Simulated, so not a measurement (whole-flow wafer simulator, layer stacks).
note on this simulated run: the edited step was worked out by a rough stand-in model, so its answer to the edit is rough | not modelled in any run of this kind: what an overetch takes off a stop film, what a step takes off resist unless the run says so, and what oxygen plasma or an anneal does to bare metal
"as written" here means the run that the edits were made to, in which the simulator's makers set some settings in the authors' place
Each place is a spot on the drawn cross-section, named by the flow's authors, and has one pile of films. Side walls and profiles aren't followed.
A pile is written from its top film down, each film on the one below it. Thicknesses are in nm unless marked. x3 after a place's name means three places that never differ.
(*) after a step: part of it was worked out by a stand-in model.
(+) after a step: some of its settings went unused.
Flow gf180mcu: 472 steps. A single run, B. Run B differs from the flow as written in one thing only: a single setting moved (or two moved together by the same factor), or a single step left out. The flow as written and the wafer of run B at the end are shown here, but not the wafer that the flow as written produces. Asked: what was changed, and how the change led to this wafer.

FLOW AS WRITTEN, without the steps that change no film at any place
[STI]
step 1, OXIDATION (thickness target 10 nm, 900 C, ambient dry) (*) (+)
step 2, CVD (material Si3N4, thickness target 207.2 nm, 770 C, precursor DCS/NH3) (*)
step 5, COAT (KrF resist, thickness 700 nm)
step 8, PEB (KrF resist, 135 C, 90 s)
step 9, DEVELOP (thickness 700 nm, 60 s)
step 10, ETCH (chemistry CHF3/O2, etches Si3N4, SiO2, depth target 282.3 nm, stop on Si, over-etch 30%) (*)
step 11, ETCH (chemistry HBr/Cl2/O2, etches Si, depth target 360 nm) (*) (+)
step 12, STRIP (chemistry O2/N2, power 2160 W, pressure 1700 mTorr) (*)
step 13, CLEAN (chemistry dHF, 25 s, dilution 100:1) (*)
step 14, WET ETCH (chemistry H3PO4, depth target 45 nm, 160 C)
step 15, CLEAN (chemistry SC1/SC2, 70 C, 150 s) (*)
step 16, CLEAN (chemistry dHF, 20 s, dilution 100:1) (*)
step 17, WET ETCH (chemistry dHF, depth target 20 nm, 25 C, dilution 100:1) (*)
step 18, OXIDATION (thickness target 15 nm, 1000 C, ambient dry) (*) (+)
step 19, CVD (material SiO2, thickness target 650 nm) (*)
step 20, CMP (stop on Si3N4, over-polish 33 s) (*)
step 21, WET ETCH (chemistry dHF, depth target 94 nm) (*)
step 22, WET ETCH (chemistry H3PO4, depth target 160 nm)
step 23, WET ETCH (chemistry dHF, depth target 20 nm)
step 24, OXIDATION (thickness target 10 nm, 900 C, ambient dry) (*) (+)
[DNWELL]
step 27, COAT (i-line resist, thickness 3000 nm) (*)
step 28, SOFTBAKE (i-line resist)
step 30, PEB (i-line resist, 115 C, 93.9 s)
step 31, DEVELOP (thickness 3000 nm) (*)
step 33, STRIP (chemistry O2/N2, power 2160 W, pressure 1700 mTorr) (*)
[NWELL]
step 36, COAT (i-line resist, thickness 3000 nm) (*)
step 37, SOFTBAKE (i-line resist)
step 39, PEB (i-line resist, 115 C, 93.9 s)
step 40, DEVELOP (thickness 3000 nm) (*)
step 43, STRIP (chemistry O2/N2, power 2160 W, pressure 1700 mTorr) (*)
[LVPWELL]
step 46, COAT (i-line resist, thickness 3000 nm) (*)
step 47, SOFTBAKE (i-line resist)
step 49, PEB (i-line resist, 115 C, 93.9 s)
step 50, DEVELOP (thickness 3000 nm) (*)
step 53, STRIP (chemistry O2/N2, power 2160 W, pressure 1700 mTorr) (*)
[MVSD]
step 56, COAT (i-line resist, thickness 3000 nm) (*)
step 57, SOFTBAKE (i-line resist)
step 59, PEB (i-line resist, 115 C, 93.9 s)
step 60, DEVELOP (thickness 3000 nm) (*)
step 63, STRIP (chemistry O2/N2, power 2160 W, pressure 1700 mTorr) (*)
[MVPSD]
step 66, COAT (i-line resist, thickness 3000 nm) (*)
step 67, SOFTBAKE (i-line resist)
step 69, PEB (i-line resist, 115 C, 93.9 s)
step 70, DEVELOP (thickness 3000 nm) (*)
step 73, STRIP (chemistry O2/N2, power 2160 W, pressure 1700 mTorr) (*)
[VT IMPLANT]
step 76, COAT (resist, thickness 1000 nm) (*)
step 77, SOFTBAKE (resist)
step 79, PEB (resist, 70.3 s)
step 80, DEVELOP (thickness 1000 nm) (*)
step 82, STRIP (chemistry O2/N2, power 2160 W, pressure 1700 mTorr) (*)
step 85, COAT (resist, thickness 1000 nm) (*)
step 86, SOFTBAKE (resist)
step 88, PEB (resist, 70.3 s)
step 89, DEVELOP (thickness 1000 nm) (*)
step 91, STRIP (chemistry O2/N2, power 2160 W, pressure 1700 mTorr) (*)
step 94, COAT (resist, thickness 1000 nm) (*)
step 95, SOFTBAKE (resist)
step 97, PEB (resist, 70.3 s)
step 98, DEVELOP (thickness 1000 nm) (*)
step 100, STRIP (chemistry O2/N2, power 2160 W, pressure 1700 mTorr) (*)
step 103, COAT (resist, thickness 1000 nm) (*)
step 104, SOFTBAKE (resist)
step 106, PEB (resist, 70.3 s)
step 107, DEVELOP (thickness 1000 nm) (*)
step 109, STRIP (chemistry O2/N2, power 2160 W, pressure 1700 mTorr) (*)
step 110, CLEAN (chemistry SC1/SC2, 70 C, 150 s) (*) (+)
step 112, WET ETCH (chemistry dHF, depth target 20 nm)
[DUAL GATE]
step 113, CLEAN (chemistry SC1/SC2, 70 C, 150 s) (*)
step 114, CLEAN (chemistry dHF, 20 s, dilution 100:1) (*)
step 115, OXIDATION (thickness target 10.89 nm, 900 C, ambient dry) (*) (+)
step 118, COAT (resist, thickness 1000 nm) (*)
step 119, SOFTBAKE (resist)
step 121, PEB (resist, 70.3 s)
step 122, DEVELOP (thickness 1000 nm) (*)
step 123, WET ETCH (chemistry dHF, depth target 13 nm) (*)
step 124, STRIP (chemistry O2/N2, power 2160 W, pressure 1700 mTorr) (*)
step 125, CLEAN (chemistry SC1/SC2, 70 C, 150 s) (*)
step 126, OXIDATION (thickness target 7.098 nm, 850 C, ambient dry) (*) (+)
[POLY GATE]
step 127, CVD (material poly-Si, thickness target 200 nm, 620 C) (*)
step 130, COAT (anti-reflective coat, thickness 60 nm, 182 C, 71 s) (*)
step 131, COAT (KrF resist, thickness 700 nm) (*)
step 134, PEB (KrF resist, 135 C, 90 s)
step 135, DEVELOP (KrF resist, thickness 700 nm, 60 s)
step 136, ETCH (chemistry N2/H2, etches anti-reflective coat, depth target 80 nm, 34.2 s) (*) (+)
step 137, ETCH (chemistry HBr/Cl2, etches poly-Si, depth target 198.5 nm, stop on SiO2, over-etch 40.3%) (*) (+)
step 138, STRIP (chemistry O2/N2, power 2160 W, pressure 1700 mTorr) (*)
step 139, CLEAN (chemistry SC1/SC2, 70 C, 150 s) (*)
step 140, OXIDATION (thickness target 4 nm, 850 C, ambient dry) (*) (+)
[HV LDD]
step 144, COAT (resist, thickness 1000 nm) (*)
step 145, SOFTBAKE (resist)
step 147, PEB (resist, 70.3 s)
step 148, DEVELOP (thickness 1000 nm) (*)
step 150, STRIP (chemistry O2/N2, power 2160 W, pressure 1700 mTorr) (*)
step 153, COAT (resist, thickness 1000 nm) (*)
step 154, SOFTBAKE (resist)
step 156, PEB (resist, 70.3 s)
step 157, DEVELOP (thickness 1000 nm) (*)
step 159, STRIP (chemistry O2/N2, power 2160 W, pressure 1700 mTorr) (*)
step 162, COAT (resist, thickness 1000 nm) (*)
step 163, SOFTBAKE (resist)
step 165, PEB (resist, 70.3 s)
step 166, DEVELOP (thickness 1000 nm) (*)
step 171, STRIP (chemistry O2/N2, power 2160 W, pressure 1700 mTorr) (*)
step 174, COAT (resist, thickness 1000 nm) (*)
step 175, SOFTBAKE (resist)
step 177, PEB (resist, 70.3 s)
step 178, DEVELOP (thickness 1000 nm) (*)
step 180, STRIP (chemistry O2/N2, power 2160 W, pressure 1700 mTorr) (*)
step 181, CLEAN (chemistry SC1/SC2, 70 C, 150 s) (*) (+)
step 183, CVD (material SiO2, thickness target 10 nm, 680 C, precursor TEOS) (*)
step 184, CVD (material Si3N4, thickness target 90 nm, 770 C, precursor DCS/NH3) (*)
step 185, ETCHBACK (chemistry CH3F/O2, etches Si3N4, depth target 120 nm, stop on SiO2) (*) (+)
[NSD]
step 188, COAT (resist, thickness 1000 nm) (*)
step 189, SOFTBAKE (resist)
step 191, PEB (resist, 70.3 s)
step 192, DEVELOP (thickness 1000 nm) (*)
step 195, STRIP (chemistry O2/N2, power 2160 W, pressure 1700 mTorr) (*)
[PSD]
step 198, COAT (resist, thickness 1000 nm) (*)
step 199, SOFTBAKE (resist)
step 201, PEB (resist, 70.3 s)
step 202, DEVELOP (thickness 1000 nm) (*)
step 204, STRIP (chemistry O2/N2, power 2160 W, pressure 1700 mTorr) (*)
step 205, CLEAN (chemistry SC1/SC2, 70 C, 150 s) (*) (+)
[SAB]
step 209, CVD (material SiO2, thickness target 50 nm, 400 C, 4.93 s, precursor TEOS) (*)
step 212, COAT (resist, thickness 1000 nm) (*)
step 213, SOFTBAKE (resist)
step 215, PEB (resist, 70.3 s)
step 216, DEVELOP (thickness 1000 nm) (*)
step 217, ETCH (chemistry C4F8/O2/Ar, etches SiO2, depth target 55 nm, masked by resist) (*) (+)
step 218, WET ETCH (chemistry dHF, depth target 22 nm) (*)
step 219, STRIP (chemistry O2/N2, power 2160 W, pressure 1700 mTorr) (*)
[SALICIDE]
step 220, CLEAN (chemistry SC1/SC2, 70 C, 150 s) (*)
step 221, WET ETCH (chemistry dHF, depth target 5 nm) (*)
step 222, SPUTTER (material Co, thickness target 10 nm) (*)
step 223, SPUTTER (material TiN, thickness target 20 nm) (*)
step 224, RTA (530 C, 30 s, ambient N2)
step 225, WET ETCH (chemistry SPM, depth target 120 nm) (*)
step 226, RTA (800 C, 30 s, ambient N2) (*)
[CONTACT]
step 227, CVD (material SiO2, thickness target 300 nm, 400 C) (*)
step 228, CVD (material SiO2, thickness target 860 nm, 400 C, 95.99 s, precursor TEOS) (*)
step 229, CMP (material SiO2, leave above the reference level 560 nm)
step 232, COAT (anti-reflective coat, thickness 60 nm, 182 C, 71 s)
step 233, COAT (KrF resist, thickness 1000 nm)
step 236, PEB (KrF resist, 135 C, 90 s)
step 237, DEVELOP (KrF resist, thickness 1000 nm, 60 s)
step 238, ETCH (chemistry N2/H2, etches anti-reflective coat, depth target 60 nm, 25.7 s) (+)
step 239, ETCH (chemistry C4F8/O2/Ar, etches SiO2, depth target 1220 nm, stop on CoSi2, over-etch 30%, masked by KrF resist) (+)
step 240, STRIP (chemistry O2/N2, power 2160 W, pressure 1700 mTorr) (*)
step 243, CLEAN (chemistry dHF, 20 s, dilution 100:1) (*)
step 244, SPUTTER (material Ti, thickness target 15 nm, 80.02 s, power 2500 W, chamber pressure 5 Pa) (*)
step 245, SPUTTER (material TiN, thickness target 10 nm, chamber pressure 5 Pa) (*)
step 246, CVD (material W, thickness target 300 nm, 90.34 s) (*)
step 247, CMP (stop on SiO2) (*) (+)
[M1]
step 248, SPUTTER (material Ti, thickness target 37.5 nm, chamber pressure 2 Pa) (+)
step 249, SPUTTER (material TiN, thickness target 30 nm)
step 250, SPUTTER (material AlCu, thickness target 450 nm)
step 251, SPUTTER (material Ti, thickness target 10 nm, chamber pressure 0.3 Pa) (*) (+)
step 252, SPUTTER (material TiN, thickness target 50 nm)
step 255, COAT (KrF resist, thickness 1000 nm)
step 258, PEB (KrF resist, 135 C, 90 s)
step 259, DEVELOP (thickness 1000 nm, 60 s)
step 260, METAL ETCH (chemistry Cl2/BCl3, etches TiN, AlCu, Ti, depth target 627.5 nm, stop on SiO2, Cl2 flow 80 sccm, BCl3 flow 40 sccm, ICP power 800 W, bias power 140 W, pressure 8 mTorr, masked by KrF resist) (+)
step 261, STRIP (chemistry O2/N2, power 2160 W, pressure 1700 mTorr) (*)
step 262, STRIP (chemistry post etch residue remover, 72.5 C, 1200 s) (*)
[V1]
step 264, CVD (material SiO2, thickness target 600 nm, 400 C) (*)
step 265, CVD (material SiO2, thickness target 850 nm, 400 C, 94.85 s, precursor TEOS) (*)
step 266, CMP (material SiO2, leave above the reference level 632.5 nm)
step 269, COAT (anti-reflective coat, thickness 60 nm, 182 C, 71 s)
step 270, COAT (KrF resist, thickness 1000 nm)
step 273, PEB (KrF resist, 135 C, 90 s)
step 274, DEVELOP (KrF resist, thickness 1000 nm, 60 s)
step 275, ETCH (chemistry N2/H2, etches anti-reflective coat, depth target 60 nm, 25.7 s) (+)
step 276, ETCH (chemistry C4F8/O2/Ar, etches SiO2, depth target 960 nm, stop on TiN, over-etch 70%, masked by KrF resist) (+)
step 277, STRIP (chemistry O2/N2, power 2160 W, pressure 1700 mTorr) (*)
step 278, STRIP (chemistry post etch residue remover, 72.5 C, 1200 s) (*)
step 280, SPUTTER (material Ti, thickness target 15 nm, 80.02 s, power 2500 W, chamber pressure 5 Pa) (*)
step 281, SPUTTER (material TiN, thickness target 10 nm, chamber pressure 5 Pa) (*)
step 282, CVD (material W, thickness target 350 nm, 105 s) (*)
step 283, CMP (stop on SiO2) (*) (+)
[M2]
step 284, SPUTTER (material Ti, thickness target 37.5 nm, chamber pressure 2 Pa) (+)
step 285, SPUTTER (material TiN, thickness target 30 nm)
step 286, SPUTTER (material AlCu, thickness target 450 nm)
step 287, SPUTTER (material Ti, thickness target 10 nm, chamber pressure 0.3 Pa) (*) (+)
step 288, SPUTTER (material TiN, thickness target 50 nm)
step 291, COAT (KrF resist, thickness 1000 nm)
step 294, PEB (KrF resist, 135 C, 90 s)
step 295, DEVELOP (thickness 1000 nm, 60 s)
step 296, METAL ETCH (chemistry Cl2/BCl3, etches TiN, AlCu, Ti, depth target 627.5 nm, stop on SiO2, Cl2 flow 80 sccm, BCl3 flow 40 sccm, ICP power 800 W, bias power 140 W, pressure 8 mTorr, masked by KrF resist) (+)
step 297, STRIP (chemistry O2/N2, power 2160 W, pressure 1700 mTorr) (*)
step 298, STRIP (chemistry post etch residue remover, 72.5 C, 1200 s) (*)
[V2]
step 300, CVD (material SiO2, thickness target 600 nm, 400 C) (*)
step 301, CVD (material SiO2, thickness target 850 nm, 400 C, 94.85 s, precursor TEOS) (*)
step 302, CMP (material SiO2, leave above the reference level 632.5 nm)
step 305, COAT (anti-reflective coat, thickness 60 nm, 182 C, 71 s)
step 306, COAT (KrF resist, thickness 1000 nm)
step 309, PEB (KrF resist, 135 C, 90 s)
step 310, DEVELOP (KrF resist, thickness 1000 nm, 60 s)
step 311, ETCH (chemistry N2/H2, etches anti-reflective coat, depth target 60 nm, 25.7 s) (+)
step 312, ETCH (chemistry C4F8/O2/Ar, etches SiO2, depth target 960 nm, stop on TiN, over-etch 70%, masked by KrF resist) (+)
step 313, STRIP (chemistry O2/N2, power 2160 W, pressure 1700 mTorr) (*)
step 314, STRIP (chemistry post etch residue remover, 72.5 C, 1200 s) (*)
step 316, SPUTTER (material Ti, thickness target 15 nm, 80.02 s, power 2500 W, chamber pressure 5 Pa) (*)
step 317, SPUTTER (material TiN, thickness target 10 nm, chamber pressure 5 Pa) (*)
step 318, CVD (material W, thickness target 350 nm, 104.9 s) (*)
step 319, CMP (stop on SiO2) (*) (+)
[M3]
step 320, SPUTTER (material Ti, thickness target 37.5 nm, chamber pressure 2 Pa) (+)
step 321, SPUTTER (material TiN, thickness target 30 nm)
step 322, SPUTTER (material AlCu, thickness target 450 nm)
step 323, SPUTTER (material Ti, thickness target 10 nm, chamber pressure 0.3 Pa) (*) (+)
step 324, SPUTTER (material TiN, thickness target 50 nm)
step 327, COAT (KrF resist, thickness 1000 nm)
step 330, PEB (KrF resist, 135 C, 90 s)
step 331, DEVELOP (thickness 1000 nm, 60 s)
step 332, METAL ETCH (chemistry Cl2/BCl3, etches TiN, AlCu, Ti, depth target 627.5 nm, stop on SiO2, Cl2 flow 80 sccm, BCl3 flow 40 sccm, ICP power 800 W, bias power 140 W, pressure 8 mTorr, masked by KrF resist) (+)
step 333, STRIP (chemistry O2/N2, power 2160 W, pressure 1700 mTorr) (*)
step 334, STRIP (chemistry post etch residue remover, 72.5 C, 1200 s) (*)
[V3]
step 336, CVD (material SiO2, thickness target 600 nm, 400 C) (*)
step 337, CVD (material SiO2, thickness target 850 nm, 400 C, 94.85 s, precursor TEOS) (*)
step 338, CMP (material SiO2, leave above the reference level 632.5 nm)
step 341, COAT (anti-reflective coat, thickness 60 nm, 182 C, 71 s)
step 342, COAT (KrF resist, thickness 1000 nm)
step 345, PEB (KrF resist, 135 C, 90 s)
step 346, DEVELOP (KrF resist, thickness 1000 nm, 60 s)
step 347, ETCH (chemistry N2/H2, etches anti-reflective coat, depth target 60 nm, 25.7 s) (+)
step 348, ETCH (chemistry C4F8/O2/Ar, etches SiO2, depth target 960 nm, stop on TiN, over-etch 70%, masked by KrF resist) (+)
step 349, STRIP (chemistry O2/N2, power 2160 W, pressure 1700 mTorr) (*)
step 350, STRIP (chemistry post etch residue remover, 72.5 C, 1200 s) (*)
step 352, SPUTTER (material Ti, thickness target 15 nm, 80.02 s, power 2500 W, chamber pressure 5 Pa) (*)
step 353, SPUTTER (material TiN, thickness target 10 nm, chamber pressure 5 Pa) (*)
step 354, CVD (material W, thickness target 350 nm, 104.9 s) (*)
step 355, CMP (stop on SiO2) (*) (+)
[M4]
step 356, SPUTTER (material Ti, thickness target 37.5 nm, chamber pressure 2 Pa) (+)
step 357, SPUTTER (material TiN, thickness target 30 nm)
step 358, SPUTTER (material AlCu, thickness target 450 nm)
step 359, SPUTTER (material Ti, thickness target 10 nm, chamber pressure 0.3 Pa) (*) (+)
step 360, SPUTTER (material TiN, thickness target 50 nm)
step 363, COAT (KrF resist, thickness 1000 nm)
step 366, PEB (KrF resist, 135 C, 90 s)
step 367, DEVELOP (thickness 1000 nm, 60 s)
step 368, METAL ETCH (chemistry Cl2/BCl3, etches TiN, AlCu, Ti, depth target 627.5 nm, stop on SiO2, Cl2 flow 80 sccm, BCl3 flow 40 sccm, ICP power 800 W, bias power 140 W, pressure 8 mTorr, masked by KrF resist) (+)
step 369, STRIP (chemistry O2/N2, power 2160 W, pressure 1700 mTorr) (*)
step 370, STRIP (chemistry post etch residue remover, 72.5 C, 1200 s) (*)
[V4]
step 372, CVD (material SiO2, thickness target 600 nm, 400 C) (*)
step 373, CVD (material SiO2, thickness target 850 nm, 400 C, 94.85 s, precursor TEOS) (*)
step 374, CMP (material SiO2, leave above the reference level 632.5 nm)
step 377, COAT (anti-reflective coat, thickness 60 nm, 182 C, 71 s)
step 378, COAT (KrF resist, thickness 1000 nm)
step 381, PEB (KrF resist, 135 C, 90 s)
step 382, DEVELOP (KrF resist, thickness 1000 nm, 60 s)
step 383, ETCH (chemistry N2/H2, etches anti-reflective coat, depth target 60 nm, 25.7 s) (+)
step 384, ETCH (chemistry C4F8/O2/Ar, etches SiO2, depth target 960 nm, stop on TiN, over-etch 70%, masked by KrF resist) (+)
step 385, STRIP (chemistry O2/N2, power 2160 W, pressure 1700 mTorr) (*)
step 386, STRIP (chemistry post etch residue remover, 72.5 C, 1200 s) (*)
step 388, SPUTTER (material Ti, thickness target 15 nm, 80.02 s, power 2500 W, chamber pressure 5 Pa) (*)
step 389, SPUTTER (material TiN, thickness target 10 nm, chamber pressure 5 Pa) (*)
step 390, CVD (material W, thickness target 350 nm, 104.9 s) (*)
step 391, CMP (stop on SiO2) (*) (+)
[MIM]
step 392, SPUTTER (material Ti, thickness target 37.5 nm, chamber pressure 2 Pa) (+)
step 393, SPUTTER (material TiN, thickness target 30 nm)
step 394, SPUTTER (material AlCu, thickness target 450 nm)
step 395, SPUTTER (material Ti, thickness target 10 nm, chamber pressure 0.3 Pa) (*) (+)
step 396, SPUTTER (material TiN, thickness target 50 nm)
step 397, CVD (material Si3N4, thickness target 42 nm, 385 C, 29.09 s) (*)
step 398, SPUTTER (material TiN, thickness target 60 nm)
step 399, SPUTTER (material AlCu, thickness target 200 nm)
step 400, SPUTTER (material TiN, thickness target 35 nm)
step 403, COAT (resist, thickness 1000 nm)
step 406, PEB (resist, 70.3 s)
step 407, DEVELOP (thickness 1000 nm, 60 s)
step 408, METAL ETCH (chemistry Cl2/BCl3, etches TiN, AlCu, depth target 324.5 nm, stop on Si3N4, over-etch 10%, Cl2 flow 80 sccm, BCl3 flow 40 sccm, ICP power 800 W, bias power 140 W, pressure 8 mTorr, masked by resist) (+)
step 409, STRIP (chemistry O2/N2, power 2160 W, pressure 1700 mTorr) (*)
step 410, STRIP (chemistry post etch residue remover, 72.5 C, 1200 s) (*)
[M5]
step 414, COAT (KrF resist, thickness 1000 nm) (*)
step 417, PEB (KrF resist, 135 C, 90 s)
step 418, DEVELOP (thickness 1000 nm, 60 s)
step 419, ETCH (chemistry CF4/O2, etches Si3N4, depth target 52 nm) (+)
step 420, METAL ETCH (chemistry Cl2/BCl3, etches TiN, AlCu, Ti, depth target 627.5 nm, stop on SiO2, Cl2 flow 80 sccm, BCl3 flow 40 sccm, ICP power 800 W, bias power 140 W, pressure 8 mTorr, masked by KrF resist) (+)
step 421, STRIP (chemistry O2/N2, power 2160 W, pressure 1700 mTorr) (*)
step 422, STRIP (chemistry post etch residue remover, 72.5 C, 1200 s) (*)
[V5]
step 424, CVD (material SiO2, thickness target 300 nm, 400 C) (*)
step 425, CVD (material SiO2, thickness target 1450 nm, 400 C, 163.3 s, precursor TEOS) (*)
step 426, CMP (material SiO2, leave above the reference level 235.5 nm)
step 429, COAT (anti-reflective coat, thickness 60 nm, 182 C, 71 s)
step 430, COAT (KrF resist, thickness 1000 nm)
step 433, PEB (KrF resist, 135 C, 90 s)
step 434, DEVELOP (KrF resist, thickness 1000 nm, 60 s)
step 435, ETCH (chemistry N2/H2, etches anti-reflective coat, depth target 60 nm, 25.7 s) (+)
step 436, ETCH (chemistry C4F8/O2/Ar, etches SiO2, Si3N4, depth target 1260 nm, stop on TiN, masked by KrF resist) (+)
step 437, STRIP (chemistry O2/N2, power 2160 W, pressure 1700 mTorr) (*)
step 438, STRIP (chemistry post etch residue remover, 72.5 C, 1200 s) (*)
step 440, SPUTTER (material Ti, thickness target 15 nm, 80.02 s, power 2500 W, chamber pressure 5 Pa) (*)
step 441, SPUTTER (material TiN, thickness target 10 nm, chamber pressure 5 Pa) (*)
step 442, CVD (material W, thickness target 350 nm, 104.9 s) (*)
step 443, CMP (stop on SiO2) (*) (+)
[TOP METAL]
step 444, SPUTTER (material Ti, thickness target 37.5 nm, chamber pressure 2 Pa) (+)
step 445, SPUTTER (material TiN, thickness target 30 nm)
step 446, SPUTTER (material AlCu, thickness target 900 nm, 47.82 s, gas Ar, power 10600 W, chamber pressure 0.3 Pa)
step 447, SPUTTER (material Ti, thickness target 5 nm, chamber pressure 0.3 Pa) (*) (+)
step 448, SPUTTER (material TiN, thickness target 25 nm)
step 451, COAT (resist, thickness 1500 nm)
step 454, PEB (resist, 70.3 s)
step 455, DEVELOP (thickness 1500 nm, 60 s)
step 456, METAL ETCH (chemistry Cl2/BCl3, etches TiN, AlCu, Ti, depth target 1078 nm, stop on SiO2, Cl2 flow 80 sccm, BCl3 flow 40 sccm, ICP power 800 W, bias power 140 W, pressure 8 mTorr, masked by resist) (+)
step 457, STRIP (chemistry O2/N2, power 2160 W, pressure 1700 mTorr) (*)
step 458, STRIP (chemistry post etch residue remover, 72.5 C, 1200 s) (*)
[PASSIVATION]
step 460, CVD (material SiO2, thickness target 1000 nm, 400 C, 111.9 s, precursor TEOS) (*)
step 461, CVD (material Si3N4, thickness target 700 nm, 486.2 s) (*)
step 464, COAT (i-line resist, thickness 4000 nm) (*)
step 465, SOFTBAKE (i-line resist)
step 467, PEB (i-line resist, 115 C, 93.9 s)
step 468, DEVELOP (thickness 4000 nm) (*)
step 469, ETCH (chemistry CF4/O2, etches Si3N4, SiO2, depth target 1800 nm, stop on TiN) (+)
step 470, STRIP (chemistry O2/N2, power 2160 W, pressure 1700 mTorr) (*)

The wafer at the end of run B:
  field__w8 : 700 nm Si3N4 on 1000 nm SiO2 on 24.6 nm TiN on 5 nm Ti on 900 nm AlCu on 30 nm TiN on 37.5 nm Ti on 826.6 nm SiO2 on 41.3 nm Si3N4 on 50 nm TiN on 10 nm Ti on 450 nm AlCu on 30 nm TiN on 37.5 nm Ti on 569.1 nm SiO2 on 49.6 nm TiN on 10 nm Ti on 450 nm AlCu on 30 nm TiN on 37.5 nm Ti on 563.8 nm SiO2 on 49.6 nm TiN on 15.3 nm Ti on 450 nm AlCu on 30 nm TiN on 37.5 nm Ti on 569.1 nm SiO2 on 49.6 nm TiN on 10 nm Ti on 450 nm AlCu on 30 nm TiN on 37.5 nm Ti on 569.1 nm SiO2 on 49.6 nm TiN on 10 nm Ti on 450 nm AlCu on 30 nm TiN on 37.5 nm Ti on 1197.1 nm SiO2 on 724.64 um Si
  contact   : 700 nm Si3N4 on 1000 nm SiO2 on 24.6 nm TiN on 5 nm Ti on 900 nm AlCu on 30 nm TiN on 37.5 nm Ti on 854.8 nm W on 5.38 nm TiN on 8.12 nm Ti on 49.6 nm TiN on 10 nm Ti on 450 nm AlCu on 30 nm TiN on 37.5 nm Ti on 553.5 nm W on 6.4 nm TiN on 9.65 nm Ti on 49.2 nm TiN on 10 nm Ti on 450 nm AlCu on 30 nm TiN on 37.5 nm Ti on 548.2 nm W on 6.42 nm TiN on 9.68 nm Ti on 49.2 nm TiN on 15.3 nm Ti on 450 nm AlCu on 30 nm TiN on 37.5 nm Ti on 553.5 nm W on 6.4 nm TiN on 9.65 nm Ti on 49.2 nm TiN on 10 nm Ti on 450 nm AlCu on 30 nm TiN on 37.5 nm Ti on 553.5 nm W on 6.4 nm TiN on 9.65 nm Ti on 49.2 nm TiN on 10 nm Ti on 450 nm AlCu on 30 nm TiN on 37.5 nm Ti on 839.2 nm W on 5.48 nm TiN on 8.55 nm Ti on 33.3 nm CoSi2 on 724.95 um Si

What caused this: step 323, SPUTTER: thickness target 15.3 nm was run, while the flow as written has thickness target 10 nm.
The wafer lets one read it off: field__w8 has Ti 15.3, and step 323 as written asks for 10 nm.

The path from the change to this, step by step:
  step 323, SPUTTER (material Ti, thickness target 10 nm, chamber pressure 0.3 Pa) (*) (+)
      field, field__w1, field__w2 and 108 more: +15.3 Ti (new film) (as written it would have been: +10 Ti (new film))
  step 332, METAL ETCH (chemistry Cl2/BCl3, etches TiN, AlCu, Ti, depth target 627.5 nm, stop on SiO2, Cl2 flow 80 sccm, BCl3 flow 40 sccm, ICP power 800 W, bias power 140 W, pressure 8 mTorr, masked by KrF resist) (+)
      field, field__w1, field__w2 and 103 more: -50 TiN (all of it), -15.3 Ti (all of it), -450 AlCu (all of it), -30 TiN (all of it), -37.5 Ti (all of it) (as written it would have been: -50 TiN (all of it), -10 Ti (all of it), -450 AlCu (all of it), -30 TiN (all of it), -37.5 Ti (all of it))
